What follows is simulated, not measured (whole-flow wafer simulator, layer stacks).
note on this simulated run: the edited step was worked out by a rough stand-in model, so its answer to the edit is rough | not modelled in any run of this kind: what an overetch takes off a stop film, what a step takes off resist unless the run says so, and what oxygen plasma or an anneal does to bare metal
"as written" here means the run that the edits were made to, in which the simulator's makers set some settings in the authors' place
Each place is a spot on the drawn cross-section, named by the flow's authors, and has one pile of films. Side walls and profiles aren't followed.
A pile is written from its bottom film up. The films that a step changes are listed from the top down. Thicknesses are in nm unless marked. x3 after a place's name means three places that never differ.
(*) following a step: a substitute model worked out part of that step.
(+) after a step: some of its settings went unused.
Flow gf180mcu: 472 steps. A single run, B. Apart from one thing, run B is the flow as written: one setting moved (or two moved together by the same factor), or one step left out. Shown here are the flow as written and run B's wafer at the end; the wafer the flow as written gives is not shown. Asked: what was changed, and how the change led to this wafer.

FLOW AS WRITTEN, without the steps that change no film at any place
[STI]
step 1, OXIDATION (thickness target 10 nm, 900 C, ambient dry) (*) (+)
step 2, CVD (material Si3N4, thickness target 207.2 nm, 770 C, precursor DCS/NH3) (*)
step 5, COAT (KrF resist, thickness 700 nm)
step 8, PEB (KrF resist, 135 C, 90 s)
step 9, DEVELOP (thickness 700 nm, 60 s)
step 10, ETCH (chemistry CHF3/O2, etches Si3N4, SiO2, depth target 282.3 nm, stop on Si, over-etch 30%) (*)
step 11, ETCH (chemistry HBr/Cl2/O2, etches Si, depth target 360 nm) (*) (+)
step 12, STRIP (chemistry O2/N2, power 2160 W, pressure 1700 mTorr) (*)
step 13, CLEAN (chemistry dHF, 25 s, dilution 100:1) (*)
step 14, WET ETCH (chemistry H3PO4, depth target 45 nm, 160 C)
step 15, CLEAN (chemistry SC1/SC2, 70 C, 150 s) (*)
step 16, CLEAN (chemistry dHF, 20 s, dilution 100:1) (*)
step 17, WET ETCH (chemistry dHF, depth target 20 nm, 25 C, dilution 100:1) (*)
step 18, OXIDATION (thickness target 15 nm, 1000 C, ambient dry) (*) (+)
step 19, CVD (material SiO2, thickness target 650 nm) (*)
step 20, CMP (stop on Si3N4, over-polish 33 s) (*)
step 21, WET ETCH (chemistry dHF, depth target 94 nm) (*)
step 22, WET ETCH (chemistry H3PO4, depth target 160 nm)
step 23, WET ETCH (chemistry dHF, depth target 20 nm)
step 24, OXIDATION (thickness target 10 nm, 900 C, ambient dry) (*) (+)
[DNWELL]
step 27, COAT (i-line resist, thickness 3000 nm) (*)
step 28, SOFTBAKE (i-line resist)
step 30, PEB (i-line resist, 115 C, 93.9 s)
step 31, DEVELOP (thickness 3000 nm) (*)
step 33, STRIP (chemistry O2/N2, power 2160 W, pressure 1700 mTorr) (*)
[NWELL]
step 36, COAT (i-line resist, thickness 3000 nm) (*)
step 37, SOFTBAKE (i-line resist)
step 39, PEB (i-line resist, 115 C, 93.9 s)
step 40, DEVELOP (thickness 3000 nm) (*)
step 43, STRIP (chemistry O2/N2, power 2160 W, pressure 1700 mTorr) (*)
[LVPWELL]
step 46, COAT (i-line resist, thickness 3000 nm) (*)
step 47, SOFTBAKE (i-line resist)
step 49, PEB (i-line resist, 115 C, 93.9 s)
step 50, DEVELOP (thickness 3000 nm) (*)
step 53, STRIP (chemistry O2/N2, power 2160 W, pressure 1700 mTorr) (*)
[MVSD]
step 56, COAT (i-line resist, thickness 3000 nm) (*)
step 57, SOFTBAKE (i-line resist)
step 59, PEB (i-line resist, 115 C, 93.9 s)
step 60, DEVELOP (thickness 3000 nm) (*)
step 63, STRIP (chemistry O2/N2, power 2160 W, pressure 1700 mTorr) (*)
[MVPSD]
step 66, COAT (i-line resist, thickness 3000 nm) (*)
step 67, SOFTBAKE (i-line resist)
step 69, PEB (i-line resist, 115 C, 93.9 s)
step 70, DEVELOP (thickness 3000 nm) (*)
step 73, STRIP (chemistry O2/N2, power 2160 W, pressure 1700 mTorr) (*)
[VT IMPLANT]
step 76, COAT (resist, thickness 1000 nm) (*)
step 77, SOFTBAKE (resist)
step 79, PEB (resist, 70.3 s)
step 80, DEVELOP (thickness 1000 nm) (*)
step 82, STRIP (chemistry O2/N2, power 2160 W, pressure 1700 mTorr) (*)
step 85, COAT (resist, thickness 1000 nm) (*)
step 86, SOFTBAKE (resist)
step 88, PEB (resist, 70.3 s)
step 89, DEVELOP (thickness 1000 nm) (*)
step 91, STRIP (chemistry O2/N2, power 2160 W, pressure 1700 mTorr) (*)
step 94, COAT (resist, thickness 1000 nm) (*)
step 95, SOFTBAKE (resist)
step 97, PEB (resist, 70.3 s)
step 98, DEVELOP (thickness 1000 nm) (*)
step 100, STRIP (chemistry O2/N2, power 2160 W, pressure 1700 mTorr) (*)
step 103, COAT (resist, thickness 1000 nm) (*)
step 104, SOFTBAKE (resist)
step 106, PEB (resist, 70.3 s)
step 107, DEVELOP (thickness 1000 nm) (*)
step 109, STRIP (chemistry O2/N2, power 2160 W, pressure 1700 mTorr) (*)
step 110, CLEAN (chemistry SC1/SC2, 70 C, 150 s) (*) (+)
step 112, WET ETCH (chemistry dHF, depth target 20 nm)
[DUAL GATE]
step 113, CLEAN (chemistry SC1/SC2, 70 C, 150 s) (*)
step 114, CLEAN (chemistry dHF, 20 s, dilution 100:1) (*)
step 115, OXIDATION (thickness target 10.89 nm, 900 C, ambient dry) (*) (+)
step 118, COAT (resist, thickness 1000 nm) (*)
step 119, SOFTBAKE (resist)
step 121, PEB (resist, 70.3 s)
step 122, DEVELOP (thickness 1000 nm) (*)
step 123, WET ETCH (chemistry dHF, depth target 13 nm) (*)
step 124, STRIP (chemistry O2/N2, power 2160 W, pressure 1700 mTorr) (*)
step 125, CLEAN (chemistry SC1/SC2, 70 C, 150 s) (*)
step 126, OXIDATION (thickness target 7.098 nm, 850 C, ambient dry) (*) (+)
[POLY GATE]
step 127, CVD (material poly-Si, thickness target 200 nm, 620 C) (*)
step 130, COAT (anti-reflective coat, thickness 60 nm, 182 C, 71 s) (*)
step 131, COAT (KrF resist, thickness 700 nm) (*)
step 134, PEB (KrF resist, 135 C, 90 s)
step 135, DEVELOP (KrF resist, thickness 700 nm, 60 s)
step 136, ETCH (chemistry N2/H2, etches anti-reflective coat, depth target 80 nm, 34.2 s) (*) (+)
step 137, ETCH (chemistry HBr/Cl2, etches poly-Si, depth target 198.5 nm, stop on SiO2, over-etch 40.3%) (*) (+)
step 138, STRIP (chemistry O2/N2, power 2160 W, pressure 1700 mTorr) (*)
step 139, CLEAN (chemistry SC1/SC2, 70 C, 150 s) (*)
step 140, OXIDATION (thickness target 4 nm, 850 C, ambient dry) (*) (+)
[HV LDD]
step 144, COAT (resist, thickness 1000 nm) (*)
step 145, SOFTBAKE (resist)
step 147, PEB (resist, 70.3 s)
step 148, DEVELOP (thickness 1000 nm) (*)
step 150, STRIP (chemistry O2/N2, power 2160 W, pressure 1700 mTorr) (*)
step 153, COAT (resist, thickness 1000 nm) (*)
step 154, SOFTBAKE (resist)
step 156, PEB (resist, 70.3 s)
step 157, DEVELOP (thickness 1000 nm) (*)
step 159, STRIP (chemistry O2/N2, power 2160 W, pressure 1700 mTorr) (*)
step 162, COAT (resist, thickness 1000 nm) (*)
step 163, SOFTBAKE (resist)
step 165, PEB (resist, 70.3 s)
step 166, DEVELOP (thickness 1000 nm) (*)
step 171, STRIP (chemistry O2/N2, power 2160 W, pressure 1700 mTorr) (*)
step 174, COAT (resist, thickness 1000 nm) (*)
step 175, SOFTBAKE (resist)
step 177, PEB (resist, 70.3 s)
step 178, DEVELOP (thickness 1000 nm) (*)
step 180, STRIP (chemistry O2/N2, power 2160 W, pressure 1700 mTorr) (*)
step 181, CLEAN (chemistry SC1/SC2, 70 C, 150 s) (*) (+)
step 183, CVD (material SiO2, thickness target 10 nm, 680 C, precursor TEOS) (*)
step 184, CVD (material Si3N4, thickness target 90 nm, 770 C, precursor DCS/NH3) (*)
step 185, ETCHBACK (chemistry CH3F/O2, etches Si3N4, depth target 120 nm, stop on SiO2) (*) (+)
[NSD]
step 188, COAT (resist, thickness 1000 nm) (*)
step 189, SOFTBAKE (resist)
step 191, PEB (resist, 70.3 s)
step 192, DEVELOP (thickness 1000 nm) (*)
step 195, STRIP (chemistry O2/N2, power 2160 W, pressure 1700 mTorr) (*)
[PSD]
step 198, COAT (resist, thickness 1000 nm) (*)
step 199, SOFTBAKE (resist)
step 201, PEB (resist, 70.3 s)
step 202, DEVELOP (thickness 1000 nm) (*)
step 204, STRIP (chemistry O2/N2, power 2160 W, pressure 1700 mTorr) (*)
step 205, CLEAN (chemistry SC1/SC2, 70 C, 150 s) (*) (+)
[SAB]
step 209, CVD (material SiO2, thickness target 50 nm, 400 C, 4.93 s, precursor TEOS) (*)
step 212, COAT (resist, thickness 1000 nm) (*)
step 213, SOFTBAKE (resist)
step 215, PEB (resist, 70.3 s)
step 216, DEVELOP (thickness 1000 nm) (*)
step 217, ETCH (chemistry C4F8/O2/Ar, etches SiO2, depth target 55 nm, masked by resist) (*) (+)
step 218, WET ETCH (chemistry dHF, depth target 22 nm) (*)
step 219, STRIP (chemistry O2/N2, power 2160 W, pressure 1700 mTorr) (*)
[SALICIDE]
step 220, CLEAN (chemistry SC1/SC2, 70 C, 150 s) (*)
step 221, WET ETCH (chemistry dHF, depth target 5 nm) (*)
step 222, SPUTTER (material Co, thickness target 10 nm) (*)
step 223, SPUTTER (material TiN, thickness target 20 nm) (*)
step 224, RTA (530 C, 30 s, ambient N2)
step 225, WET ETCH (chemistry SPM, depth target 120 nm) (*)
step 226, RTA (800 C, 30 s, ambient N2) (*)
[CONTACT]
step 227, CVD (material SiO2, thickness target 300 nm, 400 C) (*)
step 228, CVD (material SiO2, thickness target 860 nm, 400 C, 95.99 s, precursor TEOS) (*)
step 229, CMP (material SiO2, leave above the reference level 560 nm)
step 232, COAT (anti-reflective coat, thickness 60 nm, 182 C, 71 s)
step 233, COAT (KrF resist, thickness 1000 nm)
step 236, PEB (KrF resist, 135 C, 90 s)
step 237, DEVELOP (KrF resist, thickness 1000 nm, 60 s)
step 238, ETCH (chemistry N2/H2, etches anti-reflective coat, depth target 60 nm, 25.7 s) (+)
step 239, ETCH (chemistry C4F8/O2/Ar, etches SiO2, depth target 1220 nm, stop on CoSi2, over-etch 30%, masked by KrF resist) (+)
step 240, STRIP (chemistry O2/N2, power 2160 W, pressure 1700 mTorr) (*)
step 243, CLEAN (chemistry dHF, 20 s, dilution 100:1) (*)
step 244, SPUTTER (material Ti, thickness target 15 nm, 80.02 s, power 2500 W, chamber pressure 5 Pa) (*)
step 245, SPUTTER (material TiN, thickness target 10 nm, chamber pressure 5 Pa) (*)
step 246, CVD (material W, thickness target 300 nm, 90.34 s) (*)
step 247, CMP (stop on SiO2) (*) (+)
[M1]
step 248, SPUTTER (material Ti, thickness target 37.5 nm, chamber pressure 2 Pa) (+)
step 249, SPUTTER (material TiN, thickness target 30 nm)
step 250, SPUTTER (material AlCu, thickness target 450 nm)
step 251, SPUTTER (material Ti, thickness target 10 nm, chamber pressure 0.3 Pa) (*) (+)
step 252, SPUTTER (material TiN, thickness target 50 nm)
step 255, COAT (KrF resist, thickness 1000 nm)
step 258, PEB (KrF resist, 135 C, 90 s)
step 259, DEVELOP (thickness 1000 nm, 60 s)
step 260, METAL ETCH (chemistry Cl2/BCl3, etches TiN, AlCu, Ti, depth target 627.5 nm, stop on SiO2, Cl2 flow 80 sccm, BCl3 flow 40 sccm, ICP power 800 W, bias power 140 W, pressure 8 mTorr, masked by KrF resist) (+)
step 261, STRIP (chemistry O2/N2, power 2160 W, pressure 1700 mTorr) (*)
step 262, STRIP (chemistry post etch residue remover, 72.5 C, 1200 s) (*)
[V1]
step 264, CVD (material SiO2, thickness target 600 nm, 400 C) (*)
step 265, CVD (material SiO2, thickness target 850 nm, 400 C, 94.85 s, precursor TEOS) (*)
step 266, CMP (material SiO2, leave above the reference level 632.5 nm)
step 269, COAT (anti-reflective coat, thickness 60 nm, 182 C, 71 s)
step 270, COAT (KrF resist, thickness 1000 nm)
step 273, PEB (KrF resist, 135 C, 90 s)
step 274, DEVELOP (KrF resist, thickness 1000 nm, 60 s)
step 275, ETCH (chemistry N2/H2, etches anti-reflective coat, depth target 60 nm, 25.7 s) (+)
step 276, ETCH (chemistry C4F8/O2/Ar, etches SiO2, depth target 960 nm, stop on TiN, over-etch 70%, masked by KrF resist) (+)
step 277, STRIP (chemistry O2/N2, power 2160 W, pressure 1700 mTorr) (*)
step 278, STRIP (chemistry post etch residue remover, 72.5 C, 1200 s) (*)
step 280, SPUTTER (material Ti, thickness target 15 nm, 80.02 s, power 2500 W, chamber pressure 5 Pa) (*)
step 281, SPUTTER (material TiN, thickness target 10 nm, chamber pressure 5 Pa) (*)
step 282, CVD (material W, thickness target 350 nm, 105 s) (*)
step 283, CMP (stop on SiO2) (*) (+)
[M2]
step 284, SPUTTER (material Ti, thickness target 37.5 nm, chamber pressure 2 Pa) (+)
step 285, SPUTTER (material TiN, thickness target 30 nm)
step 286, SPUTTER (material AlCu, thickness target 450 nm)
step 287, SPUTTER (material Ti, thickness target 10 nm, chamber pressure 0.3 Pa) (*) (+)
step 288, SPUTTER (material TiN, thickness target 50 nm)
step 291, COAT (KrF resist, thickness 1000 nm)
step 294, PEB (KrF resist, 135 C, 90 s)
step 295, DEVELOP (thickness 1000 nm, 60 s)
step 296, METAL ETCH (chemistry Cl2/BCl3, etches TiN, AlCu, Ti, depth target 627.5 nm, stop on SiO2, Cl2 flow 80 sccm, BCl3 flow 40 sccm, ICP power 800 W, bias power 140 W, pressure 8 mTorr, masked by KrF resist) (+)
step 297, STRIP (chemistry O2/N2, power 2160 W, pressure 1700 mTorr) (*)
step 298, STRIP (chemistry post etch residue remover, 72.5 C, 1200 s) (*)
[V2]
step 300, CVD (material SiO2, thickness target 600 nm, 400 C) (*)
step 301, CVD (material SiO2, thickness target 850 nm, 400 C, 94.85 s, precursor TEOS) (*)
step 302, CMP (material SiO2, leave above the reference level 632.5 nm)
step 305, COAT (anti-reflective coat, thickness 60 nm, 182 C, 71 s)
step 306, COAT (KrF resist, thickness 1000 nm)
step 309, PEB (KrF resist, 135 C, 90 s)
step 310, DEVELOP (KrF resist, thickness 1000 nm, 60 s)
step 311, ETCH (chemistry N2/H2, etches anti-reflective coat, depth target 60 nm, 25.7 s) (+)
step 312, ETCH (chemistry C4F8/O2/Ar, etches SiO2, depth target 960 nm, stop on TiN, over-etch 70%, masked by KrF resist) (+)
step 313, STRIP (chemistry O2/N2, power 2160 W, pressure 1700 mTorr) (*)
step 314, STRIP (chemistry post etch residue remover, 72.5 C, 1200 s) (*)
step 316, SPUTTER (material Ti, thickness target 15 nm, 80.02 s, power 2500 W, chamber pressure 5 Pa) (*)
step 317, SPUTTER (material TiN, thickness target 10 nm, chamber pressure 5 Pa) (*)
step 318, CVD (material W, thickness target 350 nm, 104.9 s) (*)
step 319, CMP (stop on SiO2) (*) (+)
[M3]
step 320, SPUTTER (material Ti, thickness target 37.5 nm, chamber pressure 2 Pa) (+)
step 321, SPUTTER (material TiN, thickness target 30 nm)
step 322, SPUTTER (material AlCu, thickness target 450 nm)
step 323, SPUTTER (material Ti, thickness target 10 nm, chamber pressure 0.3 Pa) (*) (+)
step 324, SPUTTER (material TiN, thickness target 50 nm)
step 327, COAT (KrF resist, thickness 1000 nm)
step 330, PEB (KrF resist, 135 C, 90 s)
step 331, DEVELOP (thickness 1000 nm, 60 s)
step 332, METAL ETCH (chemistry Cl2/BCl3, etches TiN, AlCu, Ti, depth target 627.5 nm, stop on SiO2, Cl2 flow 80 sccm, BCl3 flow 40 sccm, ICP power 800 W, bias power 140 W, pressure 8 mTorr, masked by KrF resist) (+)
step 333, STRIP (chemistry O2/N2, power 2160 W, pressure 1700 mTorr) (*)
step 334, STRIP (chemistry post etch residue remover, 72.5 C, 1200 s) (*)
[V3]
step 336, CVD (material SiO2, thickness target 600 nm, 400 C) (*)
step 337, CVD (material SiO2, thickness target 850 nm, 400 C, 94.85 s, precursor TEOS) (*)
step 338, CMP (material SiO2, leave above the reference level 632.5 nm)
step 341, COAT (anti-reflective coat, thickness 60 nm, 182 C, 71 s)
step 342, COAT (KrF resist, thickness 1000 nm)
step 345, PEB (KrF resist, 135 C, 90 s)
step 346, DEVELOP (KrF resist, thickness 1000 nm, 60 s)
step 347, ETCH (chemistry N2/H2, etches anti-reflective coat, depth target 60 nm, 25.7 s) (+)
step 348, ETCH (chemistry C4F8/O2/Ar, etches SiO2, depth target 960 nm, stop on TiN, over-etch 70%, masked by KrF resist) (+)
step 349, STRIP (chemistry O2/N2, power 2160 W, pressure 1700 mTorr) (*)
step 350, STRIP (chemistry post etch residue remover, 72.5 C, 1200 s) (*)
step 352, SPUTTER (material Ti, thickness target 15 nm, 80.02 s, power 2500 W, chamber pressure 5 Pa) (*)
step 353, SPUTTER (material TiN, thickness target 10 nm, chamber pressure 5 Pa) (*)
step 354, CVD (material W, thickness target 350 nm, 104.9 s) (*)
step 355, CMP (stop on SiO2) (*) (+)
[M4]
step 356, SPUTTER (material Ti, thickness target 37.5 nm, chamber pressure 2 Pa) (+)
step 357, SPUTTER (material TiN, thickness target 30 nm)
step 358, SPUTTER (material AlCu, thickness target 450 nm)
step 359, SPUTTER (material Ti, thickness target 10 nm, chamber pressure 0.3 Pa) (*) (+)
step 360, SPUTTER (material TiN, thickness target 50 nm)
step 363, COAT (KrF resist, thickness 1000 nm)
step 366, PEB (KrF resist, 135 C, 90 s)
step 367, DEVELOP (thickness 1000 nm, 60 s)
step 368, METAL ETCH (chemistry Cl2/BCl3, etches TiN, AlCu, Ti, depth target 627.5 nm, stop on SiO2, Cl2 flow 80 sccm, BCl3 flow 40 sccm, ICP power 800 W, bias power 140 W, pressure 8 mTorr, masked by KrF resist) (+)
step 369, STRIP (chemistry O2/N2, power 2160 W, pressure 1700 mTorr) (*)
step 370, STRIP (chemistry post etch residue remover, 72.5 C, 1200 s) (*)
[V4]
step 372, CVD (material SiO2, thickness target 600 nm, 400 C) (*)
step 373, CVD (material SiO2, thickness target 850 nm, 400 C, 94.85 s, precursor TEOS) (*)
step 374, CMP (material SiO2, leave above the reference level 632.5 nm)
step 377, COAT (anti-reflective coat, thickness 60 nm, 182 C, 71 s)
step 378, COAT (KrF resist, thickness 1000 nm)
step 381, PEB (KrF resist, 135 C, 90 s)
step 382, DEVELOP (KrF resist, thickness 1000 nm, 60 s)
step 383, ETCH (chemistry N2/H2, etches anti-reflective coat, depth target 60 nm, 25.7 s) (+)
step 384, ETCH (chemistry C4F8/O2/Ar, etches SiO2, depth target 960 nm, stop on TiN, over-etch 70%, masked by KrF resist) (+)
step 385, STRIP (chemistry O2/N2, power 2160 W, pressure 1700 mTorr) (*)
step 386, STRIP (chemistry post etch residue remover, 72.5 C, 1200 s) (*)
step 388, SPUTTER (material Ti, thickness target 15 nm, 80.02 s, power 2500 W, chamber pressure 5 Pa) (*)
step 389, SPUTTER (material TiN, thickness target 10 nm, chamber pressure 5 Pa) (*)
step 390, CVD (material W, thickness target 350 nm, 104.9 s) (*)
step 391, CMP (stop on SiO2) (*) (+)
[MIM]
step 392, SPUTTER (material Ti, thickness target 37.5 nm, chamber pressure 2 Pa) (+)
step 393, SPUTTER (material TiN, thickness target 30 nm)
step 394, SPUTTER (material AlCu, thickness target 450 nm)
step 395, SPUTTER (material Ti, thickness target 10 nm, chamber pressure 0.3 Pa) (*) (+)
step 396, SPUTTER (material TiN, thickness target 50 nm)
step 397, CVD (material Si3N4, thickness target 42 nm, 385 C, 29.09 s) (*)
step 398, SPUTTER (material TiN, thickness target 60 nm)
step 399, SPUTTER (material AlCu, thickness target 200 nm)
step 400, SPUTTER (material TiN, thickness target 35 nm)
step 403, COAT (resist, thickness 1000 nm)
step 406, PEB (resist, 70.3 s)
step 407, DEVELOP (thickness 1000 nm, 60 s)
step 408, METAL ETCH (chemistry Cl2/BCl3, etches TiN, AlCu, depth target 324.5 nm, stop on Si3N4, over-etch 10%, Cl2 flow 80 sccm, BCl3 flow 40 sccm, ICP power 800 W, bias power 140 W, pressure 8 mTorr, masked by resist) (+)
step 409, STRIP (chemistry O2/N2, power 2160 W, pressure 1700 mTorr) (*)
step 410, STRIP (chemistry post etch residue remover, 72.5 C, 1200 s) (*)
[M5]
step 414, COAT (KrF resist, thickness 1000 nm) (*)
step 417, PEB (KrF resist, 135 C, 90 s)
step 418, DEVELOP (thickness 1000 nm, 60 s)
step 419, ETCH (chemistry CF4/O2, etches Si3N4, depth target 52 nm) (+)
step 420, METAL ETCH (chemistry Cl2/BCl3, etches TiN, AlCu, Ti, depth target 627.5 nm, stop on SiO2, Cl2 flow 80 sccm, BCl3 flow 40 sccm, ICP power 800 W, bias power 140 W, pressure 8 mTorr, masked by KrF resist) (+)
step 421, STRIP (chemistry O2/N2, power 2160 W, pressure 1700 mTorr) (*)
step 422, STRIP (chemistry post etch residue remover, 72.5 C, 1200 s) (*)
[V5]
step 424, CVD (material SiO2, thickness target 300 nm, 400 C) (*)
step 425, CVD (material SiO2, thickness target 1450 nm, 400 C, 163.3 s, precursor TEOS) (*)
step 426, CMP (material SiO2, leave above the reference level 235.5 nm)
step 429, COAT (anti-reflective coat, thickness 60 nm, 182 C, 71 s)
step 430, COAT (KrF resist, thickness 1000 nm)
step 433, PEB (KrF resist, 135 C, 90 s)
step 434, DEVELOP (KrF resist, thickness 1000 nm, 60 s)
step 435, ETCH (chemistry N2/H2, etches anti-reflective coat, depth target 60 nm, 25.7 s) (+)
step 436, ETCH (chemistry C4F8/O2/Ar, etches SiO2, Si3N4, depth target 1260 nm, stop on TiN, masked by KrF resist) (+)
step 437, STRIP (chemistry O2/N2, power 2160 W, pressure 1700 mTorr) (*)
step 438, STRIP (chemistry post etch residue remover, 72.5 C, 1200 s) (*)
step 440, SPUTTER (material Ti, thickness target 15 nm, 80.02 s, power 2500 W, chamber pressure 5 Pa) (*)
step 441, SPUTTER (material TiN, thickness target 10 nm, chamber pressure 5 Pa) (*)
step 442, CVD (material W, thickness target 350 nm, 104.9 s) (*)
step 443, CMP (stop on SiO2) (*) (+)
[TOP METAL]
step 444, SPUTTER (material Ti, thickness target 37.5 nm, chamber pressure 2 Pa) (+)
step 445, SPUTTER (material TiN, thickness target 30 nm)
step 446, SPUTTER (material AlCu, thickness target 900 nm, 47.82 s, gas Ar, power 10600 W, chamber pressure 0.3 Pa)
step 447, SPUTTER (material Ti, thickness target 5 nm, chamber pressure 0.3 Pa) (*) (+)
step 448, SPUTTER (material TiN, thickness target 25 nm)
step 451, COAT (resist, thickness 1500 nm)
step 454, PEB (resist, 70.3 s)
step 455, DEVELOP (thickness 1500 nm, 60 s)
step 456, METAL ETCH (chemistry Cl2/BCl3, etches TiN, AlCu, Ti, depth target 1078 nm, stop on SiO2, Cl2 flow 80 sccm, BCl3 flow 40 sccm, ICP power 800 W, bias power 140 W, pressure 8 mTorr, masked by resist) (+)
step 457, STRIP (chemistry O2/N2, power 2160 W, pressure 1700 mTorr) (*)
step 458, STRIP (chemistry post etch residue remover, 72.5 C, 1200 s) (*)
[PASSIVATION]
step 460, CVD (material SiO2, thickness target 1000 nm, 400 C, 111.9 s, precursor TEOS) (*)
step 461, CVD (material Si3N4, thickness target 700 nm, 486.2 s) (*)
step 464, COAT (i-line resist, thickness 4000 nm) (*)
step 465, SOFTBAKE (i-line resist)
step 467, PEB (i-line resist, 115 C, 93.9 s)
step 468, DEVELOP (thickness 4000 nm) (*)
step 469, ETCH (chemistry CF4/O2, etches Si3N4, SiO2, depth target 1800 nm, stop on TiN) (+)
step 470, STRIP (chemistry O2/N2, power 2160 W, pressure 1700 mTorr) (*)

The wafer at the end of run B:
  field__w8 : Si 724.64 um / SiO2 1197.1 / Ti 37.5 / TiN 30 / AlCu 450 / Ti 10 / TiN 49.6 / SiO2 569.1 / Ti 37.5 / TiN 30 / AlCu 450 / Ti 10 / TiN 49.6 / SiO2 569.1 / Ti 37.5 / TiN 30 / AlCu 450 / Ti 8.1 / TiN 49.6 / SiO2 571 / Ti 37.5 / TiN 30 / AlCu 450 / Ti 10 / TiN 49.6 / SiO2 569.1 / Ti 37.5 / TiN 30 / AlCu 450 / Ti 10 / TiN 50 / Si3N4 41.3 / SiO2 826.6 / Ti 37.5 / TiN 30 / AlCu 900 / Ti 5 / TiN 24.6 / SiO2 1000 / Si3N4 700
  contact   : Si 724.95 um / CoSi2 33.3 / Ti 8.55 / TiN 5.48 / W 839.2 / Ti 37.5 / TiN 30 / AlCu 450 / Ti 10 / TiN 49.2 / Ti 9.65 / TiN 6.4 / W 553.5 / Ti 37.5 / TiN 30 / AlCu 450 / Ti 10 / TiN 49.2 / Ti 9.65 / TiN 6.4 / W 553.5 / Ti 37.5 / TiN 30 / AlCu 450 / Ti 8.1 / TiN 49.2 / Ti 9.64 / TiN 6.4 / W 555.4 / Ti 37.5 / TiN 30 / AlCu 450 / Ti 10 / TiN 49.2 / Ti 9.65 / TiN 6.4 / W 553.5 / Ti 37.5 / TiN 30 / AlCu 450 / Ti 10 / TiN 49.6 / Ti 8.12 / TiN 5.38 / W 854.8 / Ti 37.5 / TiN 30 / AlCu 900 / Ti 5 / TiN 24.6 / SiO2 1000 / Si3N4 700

What caused this: step 323, SPUTTER: thickness target 8.1 nm was run, though the flow has thickness target 10 nm.
The wafer itself shows it: field__w8 has Ti 8.1, and step 323 as written asks for 10 nm.

How this came from the change, step by step:
  step 323, SPUTTER (material Ti, thickness target 10 nm, chamber pressure 0.3 Pa) (*) (+)
      field, field__w1, field__w2 and 108 more: Ti gains 8.1 (new film) (in the flow as written it would be: Ti gains 10 (new film))
  step 332, METAL ETCH (chemistry Cl2/BCl3, etches TiN, AlCu, Ti, depth target 627.5 nm, stop on SiO2, Cl2 flow 80 sccm, BCl3 flow 40 sccm, ICP power 800 W, bias power 140 W, pressure 8 mTorr, masked by KrF resist) (+)
      field, field__w1, field__w2 and 103 more: TiN loses 50 (all of it), Ti loses 8.1 (all of it), AlCu loses 450 (all of it), TiN loses 30 (all of it), Ti loses 37.5 (all of it) (in the flow as written it would be: TiN loses 50 (all of it), Ti loses 10 (all of it), AlCu loses 450 (all of it), TiN loses 30 (all of it), Ti loses 37.5 (all of it))
